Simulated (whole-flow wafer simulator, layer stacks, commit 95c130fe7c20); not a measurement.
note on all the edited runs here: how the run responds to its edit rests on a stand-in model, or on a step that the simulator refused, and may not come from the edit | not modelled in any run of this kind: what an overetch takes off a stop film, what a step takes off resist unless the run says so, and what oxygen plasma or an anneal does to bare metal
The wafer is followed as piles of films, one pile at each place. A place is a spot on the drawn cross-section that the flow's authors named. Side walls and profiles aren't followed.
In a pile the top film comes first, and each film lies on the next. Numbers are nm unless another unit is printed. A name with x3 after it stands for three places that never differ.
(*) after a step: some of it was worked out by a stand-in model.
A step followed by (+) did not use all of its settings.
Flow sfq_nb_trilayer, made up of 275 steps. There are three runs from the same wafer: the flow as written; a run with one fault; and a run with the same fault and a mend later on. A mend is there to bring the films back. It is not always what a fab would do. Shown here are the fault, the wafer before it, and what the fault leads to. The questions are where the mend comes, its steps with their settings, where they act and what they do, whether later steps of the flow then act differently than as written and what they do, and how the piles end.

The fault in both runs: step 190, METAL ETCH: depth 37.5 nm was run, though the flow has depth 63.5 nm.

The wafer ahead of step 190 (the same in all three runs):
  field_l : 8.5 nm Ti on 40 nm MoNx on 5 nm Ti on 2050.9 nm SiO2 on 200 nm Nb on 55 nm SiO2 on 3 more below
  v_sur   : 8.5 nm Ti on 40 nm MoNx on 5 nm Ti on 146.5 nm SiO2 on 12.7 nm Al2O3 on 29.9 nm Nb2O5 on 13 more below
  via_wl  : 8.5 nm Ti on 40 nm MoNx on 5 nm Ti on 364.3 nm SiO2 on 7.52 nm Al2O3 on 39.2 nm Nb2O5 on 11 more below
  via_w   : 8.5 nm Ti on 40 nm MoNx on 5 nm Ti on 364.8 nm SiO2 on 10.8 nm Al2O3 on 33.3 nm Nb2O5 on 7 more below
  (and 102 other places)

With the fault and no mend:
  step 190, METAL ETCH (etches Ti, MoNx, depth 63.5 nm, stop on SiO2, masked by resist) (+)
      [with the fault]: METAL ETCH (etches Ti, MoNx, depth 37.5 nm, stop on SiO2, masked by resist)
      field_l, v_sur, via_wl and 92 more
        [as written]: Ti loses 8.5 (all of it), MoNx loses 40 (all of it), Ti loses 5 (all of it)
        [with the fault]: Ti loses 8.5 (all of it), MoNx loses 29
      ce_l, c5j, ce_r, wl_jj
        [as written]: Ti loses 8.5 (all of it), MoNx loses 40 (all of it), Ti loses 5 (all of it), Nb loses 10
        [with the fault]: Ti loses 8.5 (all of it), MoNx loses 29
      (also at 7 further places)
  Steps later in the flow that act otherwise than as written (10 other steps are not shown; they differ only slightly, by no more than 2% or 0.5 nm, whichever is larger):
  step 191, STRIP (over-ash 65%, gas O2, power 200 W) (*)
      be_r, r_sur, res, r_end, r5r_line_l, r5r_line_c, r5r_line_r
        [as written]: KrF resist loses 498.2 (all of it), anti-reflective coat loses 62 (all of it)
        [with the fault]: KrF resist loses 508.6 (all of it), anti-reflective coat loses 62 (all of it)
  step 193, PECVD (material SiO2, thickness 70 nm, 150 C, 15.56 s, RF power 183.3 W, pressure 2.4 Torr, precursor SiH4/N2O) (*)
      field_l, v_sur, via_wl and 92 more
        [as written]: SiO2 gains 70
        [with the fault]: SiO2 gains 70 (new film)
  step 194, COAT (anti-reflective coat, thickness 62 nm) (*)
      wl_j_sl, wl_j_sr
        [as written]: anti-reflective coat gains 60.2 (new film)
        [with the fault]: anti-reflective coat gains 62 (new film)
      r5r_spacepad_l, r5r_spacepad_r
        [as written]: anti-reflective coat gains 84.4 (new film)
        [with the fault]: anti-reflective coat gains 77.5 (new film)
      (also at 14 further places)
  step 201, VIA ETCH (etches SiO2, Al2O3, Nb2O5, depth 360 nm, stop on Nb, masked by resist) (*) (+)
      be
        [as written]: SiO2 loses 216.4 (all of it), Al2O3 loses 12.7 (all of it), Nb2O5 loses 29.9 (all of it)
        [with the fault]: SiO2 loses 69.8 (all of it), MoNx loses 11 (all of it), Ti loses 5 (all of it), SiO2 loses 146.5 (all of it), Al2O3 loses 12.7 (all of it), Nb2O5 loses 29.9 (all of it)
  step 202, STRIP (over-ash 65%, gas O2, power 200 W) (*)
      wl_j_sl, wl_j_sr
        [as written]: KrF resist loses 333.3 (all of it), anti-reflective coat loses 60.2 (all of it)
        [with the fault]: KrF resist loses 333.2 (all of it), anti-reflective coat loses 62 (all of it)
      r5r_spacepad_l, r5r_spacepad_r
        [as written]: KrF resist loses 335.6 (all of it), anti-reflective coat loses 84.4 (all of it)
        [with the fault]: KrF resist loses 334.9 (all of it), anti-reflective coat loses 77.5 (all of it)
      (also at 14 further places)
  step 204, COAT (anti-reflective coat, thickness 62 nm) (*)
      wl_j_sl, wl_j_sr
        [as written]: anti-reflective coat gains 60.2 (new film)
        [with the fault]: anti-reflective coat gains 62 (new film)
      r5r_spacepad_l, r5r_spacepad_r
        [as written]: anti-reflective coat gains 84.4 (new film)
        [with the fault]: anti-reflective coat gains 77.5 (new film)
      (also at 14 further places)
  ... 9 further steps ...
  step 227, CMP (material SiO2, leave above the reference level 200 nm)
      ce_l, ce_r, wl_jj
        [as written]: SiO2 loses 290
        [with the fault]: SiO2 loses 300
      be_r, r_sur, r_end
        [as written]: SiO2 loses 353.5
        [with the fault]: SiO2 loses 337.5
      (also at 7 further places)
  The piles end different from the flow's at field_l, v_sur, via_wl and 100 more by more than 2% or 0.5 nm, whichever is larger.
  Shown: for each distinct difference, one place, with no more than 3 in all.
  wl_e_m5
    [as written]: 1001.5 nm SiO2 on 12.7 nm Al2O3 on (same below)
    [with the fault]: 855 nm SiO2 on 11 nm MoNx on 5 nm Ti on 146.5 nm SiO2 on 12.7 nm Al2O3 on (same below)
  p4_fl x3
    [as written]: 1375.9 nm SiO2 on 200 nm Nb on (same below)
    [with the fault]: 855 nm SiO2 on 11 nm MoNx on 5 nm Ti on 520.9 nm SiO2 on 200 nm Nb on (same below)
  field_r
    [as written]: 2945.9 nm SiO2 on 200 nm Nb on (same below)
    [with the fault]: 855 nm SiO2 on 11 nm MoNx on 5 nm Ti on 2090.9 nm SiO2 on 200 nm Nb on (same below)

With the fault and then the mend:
  The mend follows step 191.
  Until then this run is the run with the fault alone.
  step 191a, COAT (anti-reflective coat, thickness 62 nm) (*) (a further turn of the flow's step 183)
      p4_fl x3, p4_w1 x9, p4_g1 x2 and 57 more
        anti-reflective coat gains 62 (new film)
      field_l, v_sur, via_wl and 8 more
        anti-reflective coat gains 62.2 (new film)
      be, be_sur, lsp_m, ln_m6
        anti-reflective coat gains 62.3 (new film)
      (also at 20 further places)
  step 191b, COAT (KrF resist, thickness 600 nm) (*) (a further turn of the flow's step 184)
      p4_fl x3, p4_w1 x9, p4_g1 x2 and 57 more
        KrF resist gains 600 (new film)
      via_w, via_wr, via_sp, l0v
        KrF resist gains 600.5 (new film)
      field_l, v_sur, via_wl
        KrF resist gains 600.4 (new film)
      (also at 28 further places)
  step 191c, SOFTBAKE (KrF resist) (a further turn of the flow's step 185)
      alters no film at any place that is followed
  step 191d, EXPOSE (photomask R5, dose 12.12 mJ/cm2, NA 0.6, wavelength 248 nm) (*) (a further turn of the flow's step 186)
      alters no film at any place that is followed
  step 191e, PEB (KrF resist, 90 s) (a further turn of the flow's step 187)
      field_l, v_sur, via_wl and 77 more
        KrF resist loses 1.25
      wire, be, be_sur and 14 more
        KrF resist loses 1.26
      be_r, r_sur, res, r_end
        KrF resist loses 1.22
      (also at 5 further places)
  step 191f, DEVELOP (KrF resist, thickness 600 nm, 60 s) (a further turn of the flow's step 188)
      p4_fl x3, p4_w1 x9, p4_g1 x2 and 57 more
        KrF resist loses 598.7 (all of it)
      be_r, r_sur, res, r_end, r5r_line_l, r5r_line_c, r5r_line_r
        KrF resist loses 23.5
      field_l, v_sur, via_wl, via_w, via_wr
        KrF resist loses 599.2 (all of it)
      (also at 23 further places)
  step 191g, METAL ETCH (etches anti-reflective coat, depth 125 nm, masked by resist) (*) (+) (a further turn of the flow's step 189)
      p4_fl x3, p4_w1 x9, p4_g1 x2 and 57 more
        anti-reflective coat loses 62 (all of it)
      field_l, v_sur, via_wl and 8 more
        anti-reflective coat loses 62.2 (all of it)
      be_r, r_sur, res, r_end, r5r_line_l, r5r_line_c, r5r_line_r
        KrF resist loses 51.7
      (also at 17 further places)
  step 191h, METAL ETCH (etches Ti, MoNx, depth 26 nm, stop on SiO2, masked by resist) (+) (a further turn of the flow's step 190, with different settings)
      field_l, v_sur, via_wl and 92 more
        MoNx loses 11 (all of it), Ti loses 5 (all of it)
      be_r, r_sur, res, r_end, r5r_line_l, r5r_line_c, r5r_line_r
        KrF resist loses 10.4
      ce_l, c5j, ce_r, wl_jj
        MoNx loses 11 (all of it), Ti loses 5 (all of it), Nb loses 10
  step 191i, STRIP (over-ash 65%, gas O2, power 200 W) (*) (a further turn of the flow's step 191)
      r5r_line_l, r5r_line_c, r5r_line_r
        KrF resist loses 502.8 (all of it), anti-reflective coat loses 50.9 (all of it)
      be_r
        KrF resist loses 497.7 (all of it), anti-reflective coat loses 55.6 (all of it)
      r_sur
        KrF resist loses 497.6 (all of it), anti-reflective coat loses 58.6 (all of it)
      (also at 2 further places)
  None of the later steps of the flow acts differently than as written at any place that is followed.
  The piles end the same as the flow's at every place that both follow.
